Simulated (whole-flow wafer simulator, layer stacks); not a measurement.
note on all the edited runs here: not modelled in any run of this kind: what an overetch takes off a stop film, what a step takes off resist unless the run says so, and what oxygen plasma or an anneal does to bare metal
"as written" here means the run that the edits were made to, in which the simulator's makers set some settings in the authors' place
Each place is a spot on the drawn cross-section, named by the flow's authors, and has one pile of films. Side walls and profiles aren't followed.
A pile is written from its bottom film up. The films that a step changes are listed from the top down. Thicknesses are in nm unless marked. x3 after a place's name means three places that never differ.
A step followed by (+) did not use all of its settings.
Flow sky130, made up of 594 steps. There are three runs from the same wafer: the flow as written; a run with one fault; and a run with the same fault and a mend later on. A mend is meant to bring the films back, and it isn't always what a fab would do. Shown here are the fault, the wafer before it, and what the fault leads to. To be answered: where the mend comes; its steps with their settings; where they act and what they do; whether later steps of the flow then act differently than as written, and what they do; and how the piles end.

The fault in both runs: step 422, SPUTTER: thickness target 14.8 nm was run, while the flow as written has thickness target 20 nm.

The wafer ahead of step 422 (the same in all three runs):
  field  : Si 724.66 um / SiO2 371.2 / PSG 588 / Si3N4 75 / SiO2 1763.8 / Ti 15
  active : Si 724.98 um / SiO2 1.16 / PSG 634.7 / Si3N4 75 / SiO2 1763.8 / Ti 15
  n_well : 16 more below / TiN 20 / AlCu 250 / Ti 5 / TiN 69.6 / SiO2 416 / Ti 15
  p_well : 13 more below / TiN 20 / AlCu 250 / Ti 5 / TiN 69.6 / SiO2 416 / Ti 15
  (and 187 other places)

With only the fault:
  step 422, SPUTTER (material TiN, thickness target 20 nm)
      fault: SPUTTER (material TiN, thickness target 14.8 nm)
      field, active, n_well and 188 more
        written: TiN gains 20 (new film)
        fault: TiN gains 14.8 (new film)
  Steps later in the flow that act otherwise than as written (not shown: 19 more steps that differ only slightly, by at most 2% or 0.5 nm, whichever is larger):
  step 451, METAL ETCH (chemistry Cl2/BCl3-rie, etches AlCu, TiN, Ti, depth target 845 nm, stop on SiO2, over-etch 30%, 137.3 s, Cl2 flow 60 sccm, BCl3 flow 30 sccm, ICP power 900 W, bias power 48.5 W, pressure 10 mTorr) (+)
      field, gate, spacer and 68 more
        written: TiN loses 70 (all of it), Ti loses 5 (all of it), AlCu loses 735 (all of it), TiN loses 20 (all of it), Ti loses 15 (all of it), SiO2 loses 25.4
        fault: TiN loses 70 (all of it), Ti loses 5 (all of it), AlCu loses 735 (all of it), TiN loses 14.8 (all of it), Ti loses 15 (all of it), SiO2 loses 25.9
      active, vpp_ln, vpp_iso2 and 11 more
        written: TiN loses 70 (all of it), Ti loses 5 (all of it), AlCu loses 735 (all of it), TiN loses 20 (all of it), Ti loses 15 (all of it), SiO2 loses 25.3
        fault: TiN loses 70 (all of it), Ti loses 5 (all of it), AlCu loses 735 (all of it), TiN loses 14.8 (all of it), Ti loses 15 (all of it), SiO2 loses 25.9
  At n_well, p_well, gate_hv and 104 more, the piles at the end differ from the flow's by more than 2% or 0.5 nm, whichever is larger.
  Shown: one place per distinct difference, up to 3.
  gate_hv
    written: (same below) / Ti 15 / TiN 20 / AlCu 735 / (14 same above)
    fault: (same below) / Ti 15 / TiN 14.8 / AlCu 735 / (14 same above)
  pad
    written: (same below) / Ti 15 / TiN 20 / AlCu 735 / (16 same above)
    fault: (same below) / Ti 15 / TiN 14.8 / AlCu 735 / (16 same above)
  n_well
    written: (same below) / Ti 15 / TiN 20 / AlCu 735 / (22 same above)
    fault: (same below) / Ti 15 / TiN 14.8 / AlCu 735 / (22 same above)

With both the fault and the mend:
  The mend follows step 422.
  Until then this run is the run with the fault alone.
  step 422a, SPUTTER (material TiN, thickness target 5.2 nm) (the flow's step 422, run once more with other settings)
      field, active, n_well and 188 more
        TiN gains 5.2
  None of the later steps of the flow acts differently than as written at any place that is followed.
  By the end, the piles equal the flow's at every place that both follow.
